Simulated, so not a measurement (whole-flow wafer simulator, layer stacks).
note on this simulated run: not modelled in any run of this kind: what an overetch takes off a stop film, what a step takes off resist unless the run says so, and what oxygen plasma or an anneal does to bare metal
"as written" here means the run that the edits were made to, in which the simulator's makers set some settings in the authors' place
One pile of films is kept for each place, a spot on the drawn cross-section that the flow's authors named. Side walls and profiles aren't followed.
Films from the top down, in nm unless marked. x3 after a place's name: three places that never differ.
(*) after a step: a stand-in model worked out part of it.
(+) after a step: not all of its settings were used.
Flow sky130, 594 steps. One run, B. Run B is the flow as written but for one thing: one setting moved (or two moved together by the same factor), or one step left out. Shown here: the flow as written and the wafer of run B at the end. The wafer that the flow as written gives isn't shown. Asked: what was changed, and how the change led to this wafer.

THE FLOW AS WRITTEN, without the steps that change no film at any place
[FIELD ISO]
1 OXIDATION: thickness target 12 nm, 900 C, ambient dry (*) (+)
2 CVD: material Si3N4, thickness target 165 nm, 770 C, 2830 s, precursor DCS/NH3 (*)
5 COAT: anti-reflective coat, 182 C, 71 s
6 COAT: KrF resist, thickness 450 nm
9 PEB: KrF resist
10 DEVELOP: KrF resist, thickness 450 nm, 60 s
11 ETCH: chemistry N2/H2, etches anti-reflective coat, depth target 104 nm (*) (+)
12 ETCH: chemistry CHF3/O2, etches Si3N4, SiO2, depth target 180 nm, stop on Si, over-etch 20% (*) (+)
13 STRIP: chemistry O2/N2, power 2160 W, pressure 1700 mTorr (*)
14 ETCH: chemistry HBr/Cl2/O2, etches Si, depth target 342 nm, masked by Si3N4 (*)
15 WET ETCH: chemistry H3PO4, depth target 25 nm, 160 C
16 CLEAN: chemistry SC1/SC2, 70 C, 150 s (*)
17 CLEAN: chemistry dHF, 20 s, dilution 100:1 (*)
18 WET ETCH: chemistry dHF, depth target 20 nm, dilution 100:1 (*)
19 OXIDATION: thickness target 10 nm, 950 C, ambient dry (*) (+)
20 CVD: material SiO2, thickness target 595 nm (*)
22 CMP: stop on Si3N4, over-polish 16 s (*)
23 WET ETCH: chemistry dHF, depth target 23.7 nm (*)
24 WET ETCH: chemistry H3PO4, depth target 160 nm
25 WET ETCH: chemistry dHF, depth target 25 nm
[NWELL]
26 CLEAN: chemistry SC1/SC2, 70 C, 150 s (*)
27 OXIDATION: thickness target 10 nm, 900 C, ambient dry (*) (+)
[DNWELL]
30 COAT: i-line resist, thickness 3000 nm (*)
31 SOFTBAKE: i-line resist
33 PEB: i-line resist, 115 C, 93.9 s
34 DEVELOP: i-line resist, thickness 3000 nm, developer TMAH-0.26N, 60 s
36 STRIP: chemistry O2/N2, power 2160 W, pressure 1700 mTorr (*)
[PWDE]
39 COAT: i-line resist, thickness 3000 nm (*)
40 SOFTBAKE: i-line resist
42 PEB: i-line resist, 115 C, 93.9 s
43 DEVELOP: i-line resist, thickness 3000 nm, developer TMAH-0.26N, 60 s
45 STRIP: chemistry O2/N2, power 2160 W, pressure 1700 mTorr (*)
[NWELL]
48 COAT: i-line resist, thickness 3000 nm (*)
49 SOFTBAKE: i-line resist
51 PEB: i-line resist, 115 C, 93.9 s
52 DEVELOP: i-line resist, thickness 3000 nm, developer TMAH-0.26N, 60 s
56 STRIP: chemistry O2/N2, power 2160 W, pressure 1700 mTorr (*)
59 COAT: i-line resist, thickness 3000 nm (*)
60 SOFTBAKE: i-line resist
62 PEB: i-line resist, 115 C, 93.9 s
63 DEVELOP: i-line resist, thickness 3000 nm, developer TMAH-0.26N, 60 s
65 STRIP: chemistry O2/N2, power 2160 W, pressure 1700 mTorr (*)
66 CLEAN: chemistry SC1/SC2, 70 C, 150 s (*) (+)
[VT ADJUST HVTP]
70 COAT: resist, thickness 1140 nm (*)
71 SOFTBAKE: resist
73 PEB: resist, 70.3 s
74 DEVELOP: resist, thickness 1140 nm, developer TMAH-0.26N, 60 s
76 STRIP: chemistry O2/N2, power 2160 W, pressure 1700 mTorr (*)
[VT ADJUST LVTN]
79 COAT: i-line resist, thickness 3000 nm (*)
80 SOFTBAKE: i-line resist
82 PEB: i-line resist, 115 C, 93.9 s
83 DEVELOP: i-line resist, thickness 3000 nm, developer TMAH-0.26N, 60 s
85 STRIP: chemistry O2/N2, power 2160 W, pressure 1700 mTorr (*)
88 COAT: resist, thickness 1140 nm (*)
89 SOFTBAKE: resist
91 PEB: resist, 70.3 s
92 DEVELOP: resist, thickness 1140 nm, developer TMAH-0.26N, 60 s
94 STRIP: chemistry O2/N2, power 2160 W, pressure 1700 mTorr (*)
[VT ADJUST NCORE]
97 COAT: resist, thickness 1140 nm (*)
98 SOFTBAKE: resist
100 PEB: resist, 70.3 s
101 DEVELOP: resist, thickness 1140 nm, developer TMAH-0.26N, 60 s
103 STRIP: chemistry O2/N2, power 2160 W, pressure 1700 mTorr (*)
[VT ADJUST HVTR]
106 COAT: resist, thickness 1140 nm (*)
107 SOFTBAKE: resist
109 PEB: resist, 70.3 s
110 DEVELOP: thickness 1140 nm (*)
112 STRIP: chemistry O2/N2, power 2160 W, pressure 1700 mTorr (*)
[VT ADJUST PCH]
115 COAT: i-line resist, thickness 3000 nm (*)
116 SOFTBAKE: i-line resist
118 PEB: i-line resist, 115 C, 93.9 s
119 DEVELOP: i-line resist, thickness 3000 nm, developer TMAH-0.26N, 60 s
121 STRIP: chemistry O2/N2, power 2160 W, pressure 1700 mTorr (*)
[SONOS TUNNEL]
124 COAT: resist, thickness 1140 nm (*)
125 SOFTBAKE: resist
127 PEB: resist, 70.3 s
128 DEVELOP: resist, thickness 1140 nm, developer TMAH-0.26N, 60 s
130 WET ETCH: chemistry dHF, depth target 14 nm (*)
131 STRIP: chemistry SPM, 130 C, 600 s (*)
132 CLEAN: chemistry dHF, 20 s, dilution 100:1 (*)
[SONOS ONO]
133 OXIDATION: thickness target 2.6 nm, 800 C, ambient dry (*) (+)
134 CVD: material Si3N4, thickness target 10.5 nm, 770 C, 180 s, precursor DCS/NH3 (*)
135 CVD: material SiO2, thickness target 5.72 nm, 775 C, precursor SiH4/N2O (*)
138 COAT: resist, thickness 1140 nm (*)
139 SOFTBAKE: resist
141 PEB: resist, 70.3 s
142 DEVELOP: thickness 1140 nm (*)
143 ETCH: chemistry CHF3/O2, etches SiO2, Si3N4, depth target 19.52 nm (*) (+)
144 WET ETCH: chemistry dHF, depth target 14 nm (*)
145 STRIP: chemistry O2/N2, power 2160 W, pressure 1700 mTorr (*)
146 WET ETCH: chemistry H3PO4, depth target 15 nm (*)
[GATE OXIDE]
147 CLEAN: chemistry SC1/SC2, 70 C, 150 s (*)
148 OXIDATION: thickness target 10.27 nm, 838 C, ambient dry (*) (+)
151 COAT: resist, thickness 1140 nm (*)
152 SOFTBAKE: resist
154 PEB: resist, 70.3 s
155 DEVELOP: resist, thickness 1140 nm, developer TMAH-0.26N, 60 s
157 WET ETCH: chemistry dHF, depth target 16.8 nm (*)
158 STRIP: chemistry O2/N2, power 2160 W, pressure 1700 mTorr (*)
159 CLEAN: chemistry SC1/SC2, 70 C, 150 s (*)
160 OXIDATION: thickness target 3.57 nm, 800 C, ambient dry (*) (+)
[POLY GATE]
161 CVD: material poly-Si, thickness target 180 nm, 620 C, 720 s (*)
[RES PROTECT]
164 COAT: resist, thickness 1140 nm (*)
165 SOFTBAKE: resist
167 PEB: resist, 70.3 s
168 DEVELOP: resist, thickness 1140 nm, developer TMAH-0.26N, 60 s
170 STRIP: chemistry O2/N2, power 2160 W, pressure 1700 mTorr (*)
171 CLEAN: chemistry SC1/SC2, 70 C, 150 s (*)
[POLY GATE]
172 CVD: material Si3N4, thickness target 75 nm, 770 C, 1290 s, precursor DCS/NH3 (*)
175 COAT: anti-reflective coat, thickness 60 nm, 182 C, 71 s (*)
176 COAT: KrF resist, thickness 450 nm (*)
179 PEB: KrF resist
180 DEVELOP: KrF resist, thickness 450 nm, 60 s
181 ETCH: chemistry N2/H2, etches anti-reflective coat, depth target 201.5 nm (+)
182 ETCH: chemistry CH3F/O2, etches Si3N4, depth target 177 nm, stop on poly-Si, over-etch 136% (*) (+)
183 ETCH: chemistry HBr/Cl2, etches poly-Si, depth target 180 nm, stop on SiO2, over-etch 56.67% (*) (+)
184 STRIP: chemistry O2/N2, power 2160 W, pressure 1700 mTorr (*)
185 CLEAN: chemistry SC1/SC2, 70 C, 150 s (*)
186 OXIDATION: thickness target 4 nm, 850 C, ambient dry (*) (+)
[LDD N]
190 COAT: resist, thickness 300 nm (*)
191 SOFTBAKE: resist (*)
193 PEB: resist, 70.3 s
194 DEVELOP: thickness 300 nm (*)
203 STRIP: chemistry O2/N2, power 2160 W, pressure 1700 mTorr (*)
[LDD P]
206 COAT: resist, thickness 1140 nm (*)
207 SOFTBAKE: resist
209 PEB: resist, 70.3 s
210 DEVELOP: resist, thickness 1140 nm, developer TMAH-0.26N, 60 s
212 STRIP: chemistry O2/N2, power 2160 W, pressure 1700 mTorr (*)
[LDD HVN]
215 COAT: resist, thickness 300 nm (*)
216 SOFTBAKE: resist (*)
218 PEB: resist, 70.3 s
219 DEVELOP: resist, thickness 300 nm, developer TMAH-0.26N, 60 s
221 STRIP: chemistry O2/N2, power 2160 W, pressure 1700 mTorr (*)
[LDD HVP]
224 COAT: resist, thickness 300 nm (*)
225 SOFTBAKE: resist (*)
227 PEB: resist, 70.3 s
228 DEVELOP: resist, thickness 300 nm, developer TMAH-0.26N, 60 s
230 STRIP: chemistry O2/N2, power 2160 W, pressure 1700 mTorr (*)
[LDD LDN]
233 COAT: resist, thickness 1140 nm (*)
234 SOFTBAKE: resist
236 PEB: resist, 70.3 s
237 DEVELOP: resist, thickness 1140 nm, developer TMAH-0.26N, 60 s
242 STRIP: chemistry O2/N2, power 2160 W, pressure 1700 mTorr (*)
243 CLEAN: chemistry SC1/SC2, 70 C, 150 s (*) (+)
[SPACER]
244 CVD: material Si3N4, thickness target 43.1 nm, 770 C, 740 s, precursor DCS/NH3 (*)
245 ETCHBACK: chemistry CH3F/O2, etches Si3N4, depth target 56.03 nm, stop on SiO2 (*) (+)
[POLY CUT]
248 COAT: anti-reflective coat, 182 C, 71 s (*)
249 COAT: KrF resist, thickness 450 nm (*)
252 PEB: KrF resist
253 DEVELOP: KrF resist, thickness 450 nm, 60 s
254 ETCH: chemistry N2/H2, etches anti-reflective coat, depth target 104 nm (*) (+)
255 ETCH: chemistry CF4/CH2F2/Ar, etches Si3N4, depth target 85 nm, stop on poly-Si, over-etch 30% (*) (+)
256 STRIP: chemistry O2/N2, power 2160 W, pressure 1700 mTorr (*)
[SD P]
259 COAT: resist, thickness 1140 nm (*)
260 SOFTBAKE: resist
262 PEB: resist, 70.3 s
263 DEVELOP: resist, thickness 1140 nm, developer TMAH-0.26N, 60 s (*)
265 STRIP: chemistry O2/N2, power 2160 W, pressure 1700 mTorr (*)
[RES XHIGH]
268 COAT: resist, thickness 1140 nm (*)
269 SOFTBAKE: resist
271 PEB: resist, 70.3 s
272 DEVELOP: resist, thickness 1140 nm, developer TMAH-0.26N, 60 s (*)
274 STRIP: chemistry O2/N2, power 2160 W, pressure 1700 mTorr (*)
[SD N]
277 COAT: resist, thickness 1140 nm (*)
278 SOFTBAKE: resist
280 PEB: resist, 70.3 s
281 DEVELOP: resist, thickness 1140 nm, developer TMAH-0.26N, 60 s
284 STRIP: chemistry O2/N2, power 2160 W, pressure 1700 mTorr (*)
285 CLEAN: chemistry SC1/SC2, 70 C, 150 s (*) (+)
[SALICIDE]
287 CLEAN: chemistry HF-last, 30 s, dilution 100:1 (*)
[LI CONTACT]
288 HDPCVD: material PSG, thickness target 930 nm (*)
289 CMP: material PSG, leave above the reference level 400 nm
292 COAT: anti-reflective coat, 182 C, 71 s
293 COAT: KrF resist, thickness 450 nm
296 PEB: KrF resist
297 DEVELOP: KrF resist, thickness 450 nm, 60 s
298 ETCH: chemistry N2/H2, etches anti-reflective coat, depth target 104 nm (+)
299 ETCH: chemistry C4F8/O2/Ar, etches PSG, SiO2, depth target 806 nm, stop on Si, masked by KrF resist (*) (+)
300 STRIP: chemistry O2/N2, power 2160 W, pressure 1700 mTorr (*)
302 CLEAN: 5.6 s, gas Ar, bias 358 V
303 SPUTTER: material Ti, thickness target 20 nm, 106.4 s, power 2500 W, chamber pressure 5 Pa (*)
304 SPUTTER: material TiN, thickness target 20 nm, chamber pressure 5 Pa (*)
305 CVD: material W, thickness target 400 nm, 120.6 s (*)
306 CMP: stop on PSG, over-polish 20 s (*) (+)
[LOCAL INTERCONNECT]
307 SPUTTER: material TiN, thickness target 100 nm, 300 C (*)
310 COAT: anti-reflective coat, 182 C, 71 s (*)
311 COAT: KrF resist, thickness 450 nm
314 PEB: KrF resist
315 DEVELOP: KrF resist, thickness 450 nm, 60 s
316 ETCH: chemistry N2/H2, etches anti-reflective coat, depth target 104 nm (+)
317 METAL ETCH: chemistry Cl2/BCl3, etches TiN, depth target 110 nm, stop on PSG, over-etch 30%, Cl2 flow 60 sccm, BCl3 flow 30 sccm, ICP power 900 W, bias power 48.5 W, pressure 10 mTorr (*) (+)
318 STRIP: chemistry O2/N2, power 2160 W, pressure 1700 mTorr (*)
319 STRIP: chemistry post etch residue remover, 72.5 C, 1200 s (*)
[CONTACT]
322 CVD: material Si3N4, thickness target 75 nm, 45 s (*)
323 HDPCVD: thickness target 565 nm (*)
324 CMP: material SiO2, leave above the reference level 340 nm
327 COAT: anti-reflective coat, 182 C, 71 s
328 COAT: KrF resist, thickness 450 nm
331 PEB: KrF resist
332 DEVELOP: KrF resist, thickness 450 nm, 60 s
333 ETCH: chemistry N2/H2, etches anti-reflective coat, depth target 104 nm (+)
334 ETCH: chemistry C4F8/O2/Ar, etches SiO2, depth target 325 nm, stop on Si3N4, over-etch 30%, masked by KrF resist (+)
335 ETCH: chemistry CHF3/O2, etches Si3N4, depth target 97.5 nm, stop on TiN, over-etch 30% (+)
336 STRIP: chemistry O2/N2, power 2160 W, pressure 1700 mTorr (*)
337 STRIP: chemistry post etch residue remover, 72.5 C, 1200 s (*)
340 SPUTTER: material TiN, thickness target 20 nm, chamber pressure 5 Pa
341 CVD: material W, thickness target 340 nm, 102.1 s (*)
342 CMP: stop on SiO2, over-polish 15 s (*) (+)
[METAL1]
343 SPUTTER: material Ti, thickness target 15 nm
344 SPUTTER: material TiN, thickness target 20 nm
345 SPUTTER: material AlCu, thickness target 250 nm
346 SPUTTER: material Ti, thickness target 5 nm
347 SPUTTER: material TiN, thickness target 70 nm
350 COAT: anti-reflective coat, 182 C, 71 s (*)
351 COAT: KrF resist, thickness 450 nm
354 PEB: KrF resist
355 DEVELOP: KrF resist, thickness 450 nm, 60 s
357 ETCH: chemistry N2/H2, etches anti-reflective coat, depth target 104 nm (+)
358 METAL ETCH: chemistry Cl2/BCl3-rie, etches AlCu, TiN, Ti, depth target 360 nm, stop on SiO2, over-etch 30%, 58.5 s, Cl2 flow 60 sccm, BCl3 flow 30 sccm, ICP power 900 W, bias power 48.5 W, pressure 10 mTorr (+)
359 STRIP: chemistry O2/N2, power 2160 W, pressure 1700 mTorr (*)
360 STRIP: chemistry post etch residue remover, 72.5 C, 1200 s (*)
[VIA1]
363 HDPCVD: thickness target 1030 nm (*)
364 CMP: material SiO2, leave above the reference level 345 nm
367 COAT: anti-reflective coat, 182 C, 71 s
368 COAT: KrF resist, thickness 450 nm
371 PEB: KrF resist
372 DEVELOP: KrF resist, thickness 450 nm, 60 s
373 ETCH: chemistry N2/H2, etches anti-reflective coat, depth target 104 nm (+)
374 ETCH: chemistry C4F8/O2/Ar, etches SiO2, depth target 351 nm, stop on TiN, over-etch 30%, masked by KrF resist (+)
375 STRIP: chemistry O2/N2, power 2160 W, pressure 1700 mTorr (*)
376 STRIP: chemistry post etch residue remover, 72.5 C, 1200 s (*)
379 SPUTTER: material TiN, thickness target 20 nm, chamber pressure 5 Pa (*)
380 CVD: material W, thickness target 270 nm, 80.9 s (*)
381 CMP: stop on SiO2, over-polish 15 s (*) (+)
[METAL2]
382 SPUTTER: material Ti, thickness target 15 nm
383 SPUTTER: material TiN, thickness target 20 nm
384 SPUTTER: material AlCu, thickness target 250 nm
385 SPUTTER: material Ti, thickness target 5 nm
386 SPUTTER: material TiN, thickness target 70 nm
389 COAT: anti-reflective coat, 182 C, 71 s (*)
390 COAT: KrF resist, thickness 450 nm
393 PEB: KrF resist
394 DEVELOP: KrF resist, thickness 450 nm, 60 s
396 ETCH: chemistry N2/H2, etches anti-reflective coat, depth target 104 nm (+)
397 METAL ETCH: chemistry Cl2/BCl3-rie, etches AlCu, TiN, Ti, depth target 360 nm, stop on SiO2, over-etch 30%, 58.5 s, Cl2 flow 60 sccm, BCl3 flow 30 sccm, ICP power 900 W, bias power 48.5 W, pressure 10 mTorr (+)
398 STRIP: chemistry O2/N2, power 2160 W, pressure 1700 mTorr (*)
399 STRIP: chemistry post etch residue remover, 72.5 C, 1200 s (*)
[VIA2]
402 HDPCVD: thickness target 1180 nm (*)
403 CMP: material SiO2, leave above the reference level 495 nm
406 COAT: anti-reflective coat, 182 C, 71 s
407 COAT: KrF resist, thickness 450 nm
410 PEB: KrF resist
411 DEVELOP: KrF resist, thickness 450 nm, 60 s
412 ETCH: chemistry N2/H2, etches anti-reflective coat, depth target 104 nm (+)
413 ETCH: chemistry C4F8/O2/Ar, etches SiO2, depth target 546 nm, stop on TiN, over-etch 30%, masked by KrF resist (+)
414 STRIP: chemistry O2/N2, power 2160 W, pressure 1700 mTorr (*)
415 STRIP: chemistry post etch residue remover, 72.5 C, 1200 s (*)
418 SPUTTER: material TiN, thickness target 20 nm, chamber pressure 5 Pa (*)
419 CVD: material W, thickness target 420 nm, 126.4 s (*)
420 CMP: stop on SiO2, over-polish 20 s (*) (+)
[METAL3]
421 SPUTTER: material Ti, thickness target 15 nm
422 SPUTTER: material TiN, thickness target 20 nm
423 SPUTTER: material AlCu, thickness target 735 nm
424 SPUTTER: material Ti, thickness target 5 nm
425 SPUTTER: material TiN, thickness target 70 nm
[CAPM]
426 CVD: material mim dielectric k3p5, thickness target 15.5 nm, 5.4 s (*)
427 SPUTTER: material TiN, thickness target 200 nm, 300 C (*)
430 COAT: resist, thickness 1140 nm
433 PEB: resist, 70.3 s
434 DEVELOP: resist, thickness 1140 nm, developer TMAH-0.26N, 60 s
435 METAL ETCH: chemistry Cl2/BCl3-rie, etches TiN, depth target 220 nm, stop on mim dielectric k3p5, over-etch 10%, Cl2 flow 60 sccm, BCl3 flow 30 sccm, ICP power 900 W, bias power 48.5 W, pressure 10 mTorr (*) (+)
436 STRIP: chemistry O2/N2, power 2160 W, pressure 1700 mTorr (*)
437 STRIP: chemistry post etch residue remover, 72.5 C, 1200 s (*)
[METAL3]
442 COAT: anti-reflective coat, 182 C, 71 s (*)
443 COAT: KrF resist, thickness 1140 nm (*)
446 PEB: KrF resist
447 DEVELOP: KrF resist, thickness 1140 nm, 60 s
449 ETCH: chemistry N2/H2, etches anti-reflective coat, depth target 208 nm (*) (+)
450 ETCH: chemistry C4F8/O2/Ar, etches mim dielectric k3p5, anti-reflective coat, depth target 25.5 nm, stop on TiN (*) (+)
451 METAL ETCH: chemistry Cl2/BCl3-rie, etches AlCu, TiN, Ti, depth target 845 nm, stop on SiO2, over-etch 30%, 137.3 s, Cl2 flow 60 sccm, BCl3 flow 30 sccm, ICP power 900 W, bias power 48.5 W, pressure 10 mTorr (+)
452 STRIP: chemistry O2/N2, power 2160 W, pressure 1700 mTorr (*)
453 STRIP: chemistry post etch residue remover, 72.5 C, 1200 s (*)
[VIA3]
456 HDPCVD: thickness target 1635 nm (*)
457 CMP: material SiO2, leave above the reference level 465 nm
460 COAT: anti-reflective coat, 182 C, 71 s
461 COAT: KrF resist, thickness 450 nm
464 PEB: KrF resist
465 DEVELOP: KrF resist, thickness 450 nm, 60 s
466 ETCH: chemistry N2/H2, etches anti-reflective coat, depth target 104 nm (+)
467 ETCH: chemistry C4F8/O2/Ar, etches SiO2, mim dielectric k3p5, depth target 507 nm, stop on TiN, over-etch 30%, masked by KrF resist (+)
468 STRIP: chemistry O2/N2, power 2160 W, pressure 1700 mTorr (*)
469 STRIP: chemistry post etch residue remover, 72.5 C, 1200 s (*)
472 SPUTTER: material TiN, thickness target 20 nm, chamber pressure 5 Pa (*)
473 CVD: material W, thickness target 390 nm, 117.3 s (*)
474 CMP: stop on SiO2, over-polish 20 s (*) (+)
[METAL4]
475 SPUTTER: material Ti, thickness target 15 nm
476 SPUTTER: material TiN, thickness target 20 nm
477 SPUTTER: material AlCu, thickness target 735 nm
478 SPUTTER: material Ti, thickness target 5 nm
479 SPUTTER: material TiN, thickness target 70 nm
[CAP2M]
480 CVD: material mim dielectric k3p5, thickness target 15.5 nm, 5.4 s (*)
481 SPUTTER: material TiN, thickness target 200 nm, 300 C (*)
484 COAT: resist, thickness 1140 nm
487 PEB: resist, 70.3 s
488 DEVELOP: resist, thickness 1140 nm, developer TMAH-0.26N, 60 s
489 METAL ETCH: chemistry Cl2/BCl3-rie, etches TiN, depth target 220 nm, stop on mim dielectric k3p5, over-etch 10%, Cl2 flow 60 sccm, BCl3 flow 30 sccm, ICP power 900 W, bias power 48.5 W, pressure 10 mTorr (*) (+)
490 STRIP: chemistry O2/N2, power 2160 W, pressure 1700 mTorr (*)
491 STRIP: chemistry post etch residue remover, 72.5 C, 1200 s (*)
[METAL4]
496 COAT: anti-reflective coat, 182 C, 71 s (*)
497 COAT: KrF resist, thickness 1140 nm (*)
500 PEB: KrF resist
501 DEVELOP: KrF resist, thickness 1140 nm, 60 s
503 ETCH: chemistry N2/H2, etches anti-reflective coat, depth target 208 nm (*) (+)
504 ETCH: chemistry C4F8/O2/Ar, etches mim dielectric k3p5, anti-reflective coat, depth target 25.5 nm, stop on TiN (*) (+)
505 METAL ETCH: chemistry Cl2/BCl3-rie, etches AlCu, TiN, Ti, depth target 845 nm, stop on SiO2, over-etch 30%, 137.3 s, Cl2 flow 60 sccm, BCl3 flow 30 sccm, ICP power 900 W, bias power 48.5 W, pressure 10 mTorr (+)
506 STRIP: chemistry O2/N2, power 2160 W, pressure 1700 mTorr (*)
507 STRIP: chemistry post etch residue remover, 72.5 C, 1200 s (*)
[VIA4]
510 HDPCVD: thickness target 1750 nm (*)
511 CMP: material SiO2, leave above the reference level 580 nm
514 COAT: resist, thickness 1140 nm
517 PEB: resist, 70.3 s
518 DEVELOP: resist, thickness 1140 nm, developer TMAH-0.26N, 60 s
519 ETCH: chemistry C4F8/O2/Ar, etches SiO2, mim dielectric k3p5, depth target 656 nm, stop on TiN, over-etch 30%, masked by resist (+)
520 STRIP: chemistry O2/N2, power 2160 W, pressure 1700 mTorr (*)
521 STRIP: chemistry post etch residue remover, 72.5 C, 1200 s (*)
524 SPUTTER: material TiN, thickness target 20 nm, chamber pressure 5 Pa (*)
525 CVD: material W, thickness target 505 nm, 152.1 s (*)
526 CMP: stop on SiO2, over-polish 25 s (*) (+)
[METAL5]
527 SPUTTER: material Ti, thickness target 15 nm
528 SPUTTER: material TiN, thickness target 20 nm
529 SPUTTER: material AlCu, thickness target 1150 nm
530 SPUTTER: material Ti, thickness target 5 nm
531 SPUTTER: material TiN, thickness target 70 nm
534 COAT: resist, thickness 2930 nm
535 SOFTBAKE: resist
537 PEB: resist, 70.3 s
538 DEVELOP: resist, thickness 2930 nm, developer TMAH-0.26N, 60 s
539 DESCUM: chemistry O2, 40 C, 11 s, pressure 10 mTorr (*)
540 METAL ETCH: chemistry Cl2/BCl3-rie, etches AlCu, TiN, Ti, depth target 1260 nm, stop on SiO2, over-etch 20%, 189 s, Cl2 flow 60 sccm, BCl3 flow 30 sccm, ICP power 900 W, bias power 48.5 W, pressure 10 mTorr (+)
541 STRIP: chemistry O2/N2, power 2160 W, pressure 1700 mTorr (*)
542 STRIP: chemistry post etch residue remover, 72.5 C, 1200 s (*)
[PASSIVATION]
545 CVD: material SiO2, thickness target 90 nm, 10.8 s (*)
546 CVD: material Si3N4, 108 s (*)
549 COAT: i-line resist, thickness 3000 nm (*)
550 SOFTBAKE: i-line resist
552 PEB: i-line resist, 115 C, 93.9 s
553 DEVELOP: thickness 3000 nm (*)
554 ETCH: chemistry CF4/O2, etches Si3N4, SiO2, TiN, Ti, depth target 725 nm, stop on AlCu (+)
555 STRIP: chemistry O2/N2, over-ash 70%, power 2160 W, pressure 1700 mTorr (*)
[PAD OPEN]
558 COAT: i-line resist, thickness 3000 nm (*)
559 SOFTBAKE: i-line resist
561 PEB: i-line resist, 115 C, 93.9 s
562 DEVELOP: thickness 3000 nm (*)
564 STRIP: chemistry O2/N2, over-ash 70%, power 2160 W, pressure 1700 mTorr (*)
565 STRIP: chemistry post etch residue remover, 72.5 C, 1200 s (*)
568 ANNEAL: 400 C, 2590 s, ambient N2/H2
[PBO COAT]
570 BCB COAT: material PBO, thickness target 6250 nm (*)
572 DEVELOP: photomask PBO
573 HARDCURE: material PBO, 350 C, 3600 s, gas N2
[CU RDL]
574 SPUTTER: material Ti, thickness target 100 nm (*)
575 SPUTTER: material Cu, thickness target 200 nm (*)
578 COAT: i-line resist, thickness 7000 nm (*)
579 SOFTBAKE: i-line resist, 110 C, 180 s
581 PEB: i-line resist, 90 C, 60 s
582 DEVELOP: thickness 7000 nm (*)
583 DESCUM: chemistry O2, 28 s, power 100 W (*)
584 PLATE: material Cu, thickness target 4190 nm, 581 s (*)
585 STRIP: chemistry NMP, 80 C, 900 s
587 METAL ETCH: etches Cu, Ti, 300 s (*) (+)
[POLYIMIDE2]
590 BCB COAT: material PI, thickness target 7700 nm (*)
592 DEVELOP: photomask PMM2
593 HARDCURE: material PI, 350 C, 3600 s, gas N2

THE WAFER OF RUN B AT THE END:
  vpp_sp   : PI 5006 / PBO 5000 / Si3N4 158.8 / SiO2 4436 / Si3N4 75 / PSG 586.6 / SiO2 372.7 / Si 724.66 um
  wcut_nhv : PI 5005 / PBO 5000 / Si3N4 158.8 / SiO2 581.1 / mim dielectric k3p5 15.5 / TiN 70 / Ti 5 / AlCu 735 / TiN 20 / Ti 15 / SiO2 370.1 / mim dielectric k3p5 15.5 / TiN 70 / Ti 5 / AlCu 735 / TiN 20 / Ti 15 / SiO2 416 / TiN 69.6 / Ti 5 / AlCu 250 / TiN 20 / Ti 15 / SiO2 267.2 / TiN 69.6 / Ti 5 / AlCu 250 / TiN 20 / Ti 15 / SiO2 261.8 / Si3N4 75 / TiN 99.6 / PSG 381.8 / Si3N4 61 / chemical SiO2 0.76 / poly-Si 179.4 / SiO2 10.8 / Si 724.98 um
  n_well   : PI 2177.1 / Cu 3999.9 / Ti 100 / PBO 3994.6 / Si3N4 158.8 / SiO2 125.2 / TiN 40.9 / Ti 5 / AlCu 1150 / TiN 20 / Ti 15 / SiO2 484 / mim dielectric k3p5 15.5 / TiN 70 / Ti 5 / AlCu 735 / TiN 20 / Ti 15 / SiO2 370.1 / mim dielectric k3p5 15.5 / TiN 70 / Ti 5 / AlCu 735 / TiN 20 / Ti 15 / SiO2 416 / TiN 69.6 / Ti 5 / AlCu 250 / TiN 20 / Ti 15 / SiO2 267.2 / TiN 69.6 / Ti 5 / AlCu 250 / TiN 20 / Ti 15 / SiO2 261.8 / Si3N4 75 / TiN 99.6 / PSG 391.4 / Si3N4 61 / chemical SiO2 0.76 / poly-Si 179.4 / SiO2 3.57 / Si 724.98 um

The cause: step 531, SPUTTER: thickness target 41.3 nm was run, where the flow has thickness target 70 nm.

How the change led to this, step by step:
  531 SPUTTER: material TiN, thickness target 70 nm
      field, active, n_well and 190 more: TiN +41.3 (new film) (as written it would be: TiN +70 (new film))
  540 METAL ETCH: chemistry Cl2/BCl3-rie, etches AlCu, TiN, Ti, depth target 1260 nm, stop on SiO2, over-etch 20%, 189 s, Cl2 flow 60 sccm, BCl3 flow 30 sccm, ICP power 900 W, bias power 48.5 W, pressure 10 mTorr (+)
      field, active, gate and 175 more: TiN -41.3 (all of it), Ti -5 (all of it), AlCu -1150 (all of it), TiN -20 (all of it), Ti -15 (all of it), SiO2 -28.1 (as written it would be: TiN -70 (all of it), Ti -5 (all of it), AlCu -1150 (all of it), TiN -20 (all of it), Ti -15 (all of it), SiO2 -25.2)
  550 SOFTBAKE: i-line resist
      gate_p_lvt, iso_guard_hv_nw: i-line resist +20 (as written it would be: i-line resist +20.6)
      gate: i-line resist -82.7 (as written it would be: i-line resist -85.5)
      (and at 52 more places)
  554 ETCH: chemistry CF4/O2, etches Si3N4, SiO2, TiN, Ti, depth target 725 nm, stop on AlCu (+)
      field, active, n_well and 189 more: i-line resist -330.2 (as written it would be: i-line resist -358.9)
      pad: Si3N4 -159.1 (all of it), SiO2 -125.2 (all of it), TiN -40.9 (all of it), Ti -5 (all of it) (as written it would be: Si3N4 -159.1 (all of it), SiO2 -125.2 (all of it), TiN -69.6 (all of it), Ti -5 (all of it))
  555 STRIP: chemistry O2/N2, over-ash 70%, power 2160 W, pressure 1700 mTorr (*)
      n_well, p_well, sd_n, sd_p: i-line resist -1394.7 (all of it) (as written it would be: i-line resist -1340.8 (all of it))
      ndiff_licon_rim, ndiff_licon: i-line resist -1422.1 (all of it) (as written it would be: i-line resist -1368.9 (all of it))
      (and at 7 more places)
  559 SOFTBAKE: i-line resist
      gate_p_lvt, iso_guard_hv_nw: i-line resist +20 (as written it would be: i-line resist +20.6)
      gate: i-line resist -82.7 (as written it would be: i-line resist -85.5)
      (and at 56 more places)
  579 SOFTBAKE: i-line resist, 110 C, 180 s
      m5_stack_ln: i-line resist -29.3 (as written it would be: i-line resist -30)
